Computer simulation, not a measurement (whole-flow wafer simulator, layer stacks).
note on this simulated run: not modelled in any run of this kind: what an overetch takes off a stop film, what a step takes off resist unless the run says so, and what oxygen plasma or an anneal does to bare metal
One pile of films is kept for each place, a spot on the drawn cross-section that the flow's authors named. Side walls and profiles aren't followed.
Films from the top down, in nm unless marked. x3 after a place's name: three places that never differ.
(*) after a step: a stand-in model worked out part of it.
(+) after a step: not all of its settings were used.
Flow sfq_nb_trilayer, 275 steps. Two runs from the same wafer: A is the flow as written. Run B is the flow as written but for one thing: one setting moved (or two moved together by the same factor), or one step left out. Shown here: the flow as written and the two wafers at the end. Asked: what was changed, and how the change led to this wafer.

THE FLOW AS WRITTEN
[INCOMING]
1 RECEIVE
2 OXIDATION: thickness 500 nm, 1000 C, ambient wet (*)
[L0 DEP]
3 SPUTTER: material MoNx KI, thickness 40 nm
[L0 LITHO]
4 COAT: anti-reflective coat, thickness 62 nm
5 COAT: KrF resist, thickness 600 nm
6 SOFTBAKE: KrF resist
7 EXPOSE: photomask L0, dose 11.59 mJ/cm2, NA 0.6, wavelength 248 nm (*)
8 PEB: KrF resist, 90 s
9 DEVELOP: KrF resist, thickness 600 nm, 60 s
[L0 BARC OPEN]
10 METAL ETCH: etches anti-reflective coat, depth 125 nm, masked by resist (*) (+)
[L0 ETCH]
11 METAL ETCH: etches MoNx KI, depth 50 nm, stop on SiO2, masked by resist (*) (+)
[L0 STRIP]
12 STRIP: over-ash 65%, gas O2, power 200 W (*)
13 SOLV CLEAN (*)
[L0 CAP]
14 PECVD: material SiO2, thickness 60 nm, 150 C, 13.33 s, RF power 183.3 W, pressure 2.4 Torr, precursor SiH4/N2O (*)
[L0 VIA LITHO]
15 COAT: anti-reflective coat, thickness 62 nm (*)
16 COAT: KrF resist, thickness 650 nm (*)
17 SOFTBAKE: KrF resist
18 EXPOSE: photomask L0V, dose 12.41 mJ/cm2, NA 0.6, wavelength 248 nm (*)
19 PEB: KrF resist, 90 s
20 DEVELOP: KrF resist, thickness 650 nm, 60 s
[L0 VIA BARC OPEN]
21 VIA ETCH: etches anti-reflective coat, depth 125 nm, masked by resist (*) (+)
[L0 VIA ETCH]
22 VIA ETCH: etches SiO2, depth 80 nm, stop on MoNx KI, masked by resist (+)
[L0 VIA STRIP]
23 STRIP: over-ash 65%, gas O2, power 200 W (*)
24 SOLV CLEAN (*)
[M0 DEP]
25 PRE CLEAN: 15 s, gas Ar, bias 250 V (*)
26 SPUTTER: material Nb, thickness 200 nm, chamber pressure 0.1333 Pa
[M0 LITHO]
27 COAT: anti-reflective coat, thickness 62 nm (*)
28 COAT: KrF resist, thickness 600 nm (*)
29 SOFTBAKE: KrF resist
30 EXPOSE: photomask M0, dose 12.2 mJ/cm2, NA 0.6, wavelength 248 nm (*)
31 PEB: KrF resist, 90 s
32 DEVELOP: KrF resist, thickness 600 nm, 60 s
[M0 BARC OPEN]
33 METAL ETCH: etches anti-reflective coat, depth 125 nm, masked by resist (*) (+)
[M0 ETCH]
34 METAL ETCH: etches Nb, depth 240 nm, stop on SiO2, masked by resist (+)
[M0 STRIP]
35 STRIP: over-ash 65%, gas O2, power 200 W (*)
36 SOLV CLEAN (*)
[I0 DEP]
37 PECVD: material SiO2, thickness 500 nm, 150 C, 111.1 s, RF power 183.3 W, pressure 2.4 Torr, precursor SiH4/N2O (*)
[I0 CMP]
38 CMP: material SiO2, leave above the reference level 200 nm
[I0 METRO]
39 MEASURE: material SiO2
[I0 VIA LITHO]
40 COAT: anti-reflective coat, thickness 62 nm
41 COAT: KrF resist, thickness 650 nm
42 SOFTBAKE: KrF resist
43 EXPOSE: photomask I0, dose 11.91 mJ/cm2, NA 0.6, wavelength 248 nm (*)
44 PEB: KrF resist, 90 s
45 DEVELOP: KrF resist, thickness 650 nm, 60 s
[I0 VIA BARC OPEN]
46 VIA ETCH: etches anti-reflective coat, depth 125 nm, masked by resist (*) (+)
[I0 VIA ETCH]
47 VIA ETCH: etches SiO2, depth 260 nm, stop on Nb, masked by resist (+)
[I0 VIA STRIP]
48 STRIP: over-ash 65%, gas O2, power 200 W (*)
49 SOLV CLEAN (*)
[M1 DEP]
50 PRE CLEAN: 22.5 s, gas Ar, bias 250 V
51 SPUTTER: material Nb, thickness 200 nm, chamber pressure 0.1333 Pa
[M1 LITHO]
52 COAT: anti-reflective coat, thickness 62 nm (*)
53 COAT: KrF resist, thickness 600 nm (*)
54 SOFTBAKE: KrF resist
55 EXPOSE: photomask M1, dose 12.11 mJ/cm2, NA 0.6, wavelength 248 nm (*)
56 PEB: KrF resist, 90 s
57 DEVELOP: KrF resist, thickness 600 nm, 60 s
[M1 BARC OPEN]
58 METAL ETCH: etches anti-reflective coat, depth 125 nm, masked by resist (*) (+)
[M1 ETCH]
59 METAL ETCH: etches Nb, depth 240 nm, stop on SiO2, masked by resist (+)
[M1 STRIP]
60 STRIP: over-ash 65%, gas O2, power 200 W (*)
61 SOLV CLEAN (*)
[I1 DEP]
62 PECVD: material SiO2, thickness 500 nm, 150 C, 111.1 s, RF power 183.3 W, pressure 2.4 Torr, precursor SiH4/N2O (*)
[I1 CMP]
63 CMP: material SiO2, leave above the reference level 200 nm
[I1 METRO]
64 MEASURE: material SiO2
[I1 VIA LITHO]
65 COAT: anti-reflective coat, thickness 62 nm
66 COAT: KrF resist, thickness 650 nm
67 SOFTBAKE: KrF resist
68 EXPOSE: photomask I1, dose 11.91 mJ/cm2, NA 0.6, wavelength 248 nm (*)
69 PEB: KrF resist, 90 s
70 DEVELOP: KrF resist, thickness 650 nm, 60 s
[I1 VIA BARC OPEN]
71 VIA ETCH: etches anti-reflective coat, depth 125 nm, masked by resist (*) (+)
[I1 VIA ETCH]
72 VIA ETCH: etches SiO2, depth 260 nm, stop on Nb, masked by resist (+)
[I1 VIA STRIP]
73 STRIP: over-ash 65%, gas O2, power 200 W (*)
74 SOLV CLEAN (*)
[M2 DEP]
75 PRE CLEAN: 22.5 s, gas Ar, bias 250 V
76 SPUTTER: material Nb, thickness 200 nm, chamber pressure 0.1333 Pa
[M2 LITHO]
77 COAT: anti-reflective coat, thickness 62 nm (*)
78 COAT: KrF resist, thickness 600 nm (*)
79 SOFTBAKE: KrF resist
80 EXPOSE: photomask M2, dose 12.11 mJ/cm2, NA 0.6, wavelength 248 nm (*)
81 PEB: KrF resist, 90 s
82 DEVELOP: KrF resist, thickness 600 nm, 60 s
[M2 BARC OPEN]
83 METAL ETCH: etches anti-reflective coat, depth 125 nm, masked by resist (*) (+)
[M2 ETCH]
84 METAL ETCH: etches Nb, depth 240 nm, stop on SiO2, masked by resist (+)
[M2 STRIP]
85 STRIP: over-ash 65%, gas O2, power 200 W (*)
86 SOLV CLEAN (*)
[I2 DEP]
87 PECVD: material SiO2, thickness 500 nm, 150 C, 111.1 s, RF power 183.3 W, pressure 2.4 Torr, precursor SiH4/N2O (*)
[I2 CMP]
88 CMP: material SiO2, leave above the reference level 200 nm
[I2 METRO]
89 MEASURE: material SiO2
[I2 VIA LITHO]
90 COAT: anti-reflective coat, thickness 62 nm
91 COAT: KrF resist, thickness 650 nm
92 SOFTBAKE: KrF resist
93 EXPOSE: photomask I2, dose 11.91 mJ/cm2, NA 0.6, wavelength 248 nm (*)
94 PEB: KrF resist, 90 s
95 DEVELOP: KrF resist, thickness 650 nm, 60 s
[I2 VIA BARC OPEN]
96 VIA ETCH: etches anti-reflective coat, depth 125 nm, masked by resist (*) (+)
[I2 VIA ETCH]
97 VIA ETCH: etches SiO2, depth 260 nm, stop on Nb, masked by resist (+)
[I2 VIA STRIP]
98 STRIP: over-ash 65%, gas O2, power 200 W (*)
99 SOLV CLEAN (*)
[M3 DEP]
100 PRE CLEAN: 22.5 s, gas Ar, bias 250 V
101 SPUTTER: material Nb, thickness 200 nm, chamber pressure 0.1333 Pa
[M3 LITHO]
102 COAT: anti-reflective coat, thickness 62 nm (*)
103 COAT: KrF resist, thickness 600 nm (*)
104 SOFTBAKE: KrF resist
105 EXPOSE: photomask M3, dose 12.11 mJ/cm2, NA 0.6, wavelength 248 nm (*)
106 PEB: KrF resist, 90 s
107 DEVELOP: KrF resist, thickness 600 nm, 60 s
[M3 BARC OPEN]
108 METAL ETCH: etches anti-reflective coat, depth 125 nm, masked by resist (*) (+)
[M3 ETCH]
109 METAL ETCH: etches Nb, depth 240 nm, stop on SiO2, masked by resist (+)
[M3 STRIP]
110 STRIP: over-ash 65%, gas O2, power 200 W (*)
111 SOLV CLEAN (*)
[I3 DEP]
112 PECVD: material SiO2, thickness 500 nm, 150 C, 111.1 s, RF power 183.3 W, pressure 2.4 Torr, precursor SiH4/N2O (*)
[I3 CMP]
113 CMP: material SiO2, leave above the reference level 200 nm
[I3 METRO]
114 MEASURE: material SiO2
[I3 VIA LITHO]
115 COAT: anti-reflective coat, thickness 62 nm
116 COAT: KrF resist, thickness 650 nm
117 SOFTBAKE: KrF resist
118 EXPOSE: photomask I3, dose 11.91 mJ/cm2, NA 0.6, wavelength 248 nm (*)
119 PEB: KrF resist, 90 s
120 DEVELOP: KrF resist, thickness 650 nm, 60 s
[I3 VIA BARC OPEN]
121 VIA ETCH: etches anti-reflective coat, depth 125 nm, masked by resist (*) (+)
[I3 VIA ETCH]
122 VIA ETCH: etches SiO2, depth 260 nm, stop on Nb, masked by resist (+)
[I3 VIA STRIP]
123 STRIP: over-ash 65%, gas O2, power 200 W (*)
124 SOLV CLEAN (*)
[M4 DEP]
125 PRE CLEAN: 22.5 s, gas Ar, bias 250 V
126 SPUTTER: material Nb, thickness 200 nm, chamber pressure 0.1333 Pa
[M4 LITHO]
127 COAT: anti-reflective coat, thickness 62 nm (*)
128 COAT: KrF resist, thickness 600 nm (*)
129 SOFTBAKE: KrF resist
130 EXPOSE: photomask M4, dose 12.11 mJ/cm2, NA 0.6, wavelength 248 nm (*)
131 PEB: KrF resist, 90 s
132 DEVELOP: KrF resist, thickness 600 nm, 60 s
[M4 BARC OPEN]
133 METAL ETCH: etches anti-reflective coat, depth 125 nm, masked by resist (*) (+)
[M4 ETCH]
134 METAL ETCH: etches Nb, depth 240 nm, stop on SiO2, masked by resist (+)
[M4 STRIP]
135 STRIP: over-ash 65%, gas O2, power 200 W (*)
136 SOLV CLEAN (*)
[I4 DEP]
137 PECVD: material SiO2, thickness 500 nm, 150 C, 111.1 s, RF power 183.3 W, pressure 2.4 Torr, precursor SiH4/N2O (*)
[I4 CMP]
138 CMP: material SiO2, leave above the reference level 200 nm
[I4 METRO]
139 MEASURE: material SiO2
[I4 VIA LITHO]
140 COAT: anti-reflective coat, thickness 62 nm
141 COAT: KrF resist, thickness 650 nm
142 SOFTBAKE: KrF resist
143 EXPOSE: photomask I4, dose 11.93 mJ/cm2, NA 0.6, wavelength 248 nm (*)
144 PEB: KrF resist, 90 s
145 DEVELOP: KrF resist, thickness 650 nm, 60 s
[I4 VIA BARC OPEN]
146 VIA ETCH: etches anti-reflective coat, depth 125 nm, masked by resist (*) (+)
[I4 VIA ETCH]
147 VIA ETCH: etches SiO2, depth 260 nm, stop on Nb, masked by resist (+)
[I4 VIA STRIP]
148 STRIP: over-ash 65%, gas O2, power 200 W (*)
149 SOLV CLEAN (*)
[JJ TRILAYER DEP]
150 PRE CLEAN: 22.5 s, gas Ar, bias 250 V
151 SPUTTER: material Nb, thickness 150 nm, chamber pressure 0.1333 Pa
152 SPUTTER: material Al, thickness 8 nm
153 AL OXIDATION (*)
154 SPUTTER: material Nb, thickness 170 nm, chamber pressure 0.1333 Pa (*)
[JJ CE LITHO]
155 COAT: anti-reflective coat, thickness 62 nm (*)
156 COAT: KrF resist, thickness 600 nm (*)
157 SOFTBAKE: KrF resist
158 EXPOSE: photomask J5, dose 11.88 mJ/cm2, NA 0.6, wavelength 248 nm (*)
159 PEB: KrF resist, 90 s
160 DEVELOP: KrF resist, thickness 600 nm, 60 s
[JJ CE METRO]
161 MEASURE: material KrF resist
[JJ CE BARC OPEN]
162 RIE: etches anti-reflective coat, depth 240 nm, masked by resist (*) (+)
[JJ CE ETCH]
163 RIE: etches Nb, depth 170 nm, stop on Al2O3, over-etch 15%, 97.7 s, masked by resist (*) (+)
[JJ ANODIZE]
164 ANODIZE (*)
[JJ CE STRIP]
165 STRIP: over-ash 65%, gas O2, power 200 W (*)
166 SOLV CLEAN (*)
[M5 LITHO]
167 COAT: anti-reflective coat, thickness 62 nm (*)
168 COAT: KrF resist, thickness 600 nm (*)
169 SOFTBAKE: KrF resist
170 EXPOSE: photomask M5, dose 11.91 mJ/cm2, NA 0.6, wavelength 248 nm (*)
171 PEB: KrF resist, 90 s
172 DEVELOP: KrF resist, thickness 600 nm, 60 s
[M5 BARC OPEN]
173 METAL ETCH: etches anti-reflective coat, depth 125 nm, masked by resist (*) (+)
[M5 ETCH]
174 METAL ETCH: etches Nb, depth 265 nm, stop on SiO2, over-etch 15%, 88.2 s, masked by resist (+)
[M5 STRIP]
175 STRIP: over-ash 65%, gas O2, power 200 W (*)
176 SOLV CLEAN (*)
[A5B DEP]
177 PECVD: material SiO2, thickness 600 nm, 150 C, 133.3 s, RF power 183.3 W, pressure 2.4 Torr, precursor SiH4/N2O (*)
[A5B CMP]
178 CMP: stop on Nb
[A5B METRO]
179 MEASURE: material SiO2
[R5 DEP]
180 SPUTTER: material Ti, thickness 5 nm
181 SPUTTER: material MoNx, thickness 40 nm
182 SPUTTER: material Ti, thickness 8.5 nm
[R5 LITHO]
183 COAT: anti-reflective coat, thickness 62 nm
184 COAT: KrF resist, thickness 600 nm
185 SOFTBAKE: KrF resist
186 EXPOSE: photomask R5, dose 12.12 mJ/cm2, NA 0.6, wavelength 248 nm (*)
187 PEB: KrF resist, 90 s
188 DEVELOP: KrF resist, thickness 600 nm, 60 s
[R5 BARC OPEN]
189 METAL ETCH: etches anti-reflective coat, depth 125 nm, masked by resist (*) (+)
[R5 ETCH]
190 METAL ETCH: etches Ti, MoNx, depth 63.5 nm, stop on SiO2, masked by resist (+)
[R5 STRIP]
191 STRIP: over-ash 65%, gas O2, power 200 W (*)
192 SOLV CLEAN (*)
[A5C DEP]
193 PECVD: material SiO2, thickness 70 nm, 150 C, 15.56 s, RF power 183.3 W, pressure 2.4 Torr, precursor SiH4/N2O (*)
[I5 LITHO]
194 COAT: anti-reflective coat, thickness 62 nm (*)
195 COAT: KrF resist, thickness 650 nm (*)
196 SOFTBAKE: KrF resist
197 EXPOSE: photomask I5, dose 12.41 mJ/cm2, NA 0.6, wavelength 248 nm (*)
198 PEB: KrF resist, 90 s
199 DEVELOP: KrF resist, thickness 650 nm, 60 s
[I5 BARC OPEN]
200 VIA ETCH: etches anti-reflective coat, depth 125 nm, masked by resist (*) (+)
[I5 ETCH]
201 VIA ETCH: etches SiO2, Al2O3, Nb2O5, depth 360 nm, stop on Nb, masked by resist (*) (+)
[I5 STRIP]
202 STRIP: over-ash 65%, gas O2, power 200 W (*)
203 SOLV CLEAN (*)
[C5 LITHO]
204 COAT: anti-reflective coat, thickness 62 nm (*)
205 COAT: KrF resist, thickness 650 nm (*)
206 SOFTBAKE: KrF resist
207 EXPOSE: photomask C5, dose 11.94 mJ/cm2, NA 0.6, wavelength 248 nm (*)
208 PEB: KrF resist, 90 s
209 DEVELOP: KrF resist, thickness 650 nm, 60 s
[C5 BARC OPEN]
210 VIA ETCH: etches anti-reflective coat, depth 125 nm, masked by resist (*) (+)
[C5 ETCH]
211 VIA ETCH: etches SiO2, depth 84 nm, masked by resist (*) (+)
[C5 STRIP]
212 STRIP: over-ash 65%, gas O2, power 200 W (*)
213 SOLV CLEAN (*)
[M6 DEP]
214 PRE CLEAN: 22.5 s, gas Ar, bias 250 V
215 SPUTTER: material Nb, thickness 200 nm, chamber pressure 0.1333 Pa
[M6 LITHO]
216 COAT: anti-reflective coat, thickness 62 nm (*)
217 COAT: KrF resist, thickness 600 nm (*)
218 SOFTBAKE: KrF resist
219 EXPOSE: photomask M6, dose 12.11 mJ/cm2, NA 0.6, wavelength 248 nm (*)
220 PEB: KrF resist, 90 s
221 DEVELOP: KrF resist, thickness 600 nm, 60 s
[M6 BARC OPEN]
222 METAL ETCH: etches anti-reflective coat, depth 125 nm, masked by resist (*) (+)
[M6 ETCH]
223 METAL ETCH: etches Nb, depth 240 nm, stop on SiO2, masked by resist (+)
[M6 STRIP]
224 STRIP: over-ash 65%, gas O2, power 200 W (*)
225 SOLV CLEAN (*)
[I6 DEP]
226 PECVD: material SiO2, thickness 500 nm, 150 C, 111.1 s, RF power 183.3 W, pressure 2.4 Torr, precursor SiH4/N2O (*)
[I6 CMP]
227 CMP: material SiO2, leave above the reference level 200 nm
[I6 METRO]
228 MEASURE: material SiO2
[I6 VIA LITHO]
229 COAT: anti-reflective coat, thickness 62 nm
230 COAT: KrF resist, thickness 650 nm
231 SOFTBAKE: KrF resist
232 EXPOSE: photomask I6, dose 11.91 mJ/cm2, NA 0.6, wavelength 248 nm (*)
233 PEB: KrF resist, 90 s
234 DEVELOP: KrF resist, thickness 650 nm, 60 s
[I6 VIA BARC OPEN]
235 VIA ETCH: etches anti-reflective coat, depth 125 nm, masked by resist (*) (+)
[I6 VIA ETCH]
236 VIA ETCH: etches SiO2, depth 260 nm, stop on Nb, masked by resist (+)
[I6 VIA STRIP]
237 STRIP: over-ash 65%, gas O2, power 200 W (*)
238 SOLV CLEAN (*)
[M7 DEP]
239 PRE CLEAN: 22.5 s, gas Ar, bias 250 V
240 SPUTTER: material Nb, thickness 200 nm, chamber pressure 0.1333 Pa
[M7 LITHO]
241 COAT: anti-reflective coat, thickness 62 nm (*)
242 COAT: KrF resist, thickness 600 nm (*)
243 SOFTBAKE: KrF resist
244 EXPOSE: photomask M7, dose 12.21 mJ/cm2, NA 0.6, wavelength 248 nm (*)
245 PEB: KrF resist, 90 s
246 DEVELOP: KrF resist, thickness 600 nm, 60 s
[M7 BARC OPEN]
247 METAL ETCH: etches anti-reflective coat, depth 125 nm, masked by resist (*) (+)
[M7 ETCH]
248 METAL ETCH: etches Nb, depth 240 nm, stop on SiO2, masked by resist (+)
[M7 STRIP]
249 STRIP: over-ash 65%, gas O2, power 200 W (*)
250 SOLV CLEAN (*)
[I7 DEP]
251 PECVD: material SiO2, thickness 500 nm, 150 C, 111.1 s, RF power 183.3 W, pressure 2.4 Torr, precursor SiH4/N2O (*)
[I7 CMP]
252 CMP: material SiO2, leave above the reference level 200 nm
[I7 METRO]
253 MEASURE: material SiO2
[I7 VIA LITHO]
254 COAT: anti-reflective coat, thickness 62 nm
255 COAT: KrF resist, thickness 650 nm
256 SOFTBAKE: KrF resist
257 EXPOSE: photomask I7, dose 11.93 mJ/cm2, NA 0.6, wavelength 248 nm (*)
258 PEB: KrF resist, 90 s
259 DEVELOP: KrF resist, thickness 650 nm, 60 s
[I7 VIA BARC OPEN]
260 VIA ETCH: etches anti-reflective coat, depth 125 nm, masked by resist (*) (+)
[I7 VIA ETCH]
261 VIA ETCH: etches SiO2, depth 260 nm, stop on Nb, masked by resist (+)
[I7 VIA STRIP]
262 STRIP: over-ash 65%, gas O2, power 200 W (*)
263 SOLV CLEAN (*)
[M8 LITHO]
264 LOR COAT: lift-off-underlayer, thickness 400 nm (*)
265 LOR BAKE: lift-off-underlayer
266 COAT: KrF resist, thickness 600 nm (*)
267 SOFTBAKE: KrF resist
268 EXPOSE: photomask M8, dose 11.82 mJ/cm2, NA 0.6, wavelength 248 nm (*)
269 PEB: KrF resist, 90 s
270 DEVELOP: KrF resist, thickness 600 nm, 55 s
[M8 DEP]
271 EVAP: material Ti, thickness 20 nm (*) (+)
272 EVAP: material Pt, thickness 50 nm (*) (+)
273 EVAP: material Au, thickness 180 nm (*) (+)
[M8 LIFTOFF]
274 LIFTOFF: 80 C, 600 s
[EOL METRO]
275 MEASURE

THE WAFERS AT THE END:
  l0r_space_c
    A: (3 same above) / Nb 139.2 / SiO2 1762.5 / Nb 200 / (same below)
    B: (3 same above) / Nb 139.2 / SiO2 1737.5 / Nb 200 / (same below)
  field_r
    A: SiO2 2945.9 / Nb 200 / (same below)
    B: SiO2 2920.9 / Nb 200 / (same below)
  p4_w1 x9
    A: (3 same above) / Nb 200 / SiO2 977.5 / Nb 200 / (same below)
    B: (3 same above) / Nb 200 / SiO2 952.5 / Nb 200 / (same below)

The cause: step 51, SPUTTER: thickness 175 nm was run, where the flow has thickness 200 nm.

How the change led to this, step by step:
  51 SPUTTER: material Nb, thickness 200 nm, chamber pressure 0.1333 Pa
      field_l, v_sur, via_wl and 102 more: A Nb +200 (new film) | B Nb +175 (new film)
      via_w: A Nb +174.5 | B Nb +153.1
  52 COAT: anti-reflective coat, thickness 62 nm (*)
      via_wr: A anti-reflective coat +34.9 (new film) | B anti-reflective coat +33.9 (new film)
  59 METAL ETCH: etches Nb, depth 240 nm, stop on SiO2, masked by resist (+)
      field_l, be, be_sur and 79 more: A Nb -200 (all of it) | B Nb -175 (all of it)
  60 STRIP: over-ash 65%, gas O2, power 200 W (*)
      via_wr: A KrF resist -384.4 (all of it), anti-reflective coat -34.9 (all of it) | B KrF resist -385.6 (all of it), anti-reflective coat -33.9 (all of it)
  62 PECVD: material SiO2, thickness 500 nm, 150 C, 111.1 s, RF power 183.3 W, pressure 2.4 Torr, precursor SiH4/N2O (*)
      wl_d_sl, wl_d_sr: A SiO2 +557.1 | B SiO2 +532.1
  63 CMP: material SiO2, leave above the reference level 200 nm
      field_l, be, be_sur and 72 more: A SiO2 -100 | B SiO2 -125
      lsp_m, ln_m6, lsp_r, l0_sur, l0v: A SiO2 -94.9 | B SiO2 -125
